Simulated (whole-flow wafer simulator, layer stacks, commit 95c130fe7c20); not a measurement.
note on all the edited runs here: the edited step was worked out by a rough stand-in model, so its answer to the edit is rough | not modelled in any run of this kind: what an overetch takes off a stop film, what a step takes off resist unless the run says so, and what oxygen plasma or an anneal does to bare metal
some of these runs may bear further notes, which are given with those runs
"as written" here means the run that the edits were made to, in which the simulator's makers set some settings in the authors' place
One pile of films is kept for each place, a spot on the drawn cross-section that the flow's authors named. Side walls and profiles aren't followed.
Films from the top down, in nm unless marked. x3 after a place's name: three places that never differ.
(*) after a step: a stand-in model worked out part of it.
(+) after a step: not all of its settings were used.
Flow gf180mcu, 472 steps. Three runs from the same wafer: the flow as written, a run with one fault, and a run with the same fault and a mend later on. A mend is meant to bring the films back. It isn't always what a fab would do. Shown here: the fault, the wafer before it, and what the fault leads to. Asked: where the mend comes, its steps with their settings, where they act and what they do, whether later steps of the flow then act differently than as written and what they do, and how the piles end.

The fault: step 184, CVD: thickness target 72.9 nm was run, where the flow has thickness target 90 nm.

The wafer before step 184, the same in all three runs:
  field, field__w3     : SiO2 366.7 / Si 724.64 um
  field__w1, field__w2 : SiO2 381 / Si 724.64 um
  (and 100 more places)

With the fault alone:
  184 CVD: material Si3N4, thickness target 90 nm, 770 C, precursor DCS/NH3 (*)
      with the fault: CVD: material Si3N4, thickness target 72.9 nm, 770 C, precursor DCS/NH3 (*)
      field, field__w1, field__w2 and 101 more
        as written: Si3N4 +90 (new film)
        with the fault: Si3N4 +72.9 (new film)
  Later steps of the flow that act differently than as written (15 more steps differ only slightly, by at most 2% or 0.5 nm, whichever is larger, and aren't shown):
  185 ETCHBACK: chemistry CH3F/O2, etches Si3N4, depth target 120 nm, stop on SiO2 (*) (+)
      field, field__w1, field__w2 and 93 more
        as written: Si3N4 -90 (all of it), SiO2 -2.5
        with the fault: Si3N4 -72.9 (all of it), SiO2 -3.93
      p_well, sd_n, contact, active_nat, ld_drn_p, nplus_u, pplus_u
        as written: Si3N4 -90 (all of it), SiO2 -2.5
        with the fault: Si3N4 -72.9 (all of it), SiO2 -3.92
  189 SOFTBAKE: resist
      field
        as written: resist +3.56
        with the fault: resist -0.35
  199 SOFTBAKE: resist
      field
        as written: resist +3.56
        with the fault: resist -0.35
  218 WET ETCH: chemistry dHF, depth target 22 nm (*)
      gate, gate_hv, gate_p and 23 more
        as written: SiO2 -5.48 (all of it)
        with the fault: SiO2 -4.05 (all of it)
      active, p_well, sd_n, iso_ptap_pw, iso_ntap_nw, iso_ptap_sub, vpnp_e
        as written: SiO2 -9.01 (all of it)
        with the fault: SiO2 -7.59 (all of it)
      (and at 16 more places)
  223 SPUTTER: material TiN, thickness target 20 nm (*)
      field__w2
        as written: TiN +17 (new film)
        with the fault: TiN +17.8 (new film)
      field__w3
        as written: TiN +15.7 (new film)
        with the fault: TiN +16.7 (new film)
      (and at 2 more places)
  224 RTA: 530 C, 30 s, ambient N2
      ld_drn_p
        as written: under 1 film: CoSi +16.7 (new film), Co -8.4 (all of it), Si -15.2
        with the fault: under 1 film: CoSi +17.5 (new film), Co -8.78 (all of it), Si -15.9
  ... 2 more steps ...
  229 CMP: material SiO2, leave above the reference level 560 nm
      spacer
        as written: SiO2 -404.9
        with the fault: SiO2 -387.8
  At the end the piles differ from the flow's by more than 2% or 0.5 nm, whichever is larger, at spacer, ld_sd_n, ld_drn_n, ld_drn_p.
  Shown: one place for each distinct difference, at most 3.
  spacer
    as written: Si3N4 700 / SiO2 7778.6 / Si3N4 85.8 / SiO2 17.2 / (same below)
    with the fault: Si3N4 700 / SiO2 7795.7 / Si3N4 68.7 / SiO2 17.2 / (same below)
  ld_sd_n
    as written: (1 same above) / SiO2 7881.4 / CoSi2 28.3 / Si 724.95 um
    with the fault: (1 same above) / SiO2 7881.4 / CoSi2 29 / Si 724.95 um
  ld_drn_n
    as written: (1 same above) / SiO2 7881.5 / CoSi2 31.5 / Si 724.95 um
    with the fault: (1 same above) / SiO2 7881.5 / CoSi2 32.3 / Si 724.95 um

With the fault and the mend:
  The mend comes after step 184.
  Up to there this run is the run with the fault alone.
  184a CVD: material Si3N4, thickness target 17.1 nm, 770 C, precursor DCS/NH3 (*) (the flow's step 184 once more, with other settings)
      field, field__w1, field__w2 and 101 more
        Si3N4 +17.1
  No later step of the flow acts differently than as written, at any place that is followed, by more than 2% or 0.5 nm, whichever is larger.
  At the end the piles are the same as the flow's at every place that both follow.
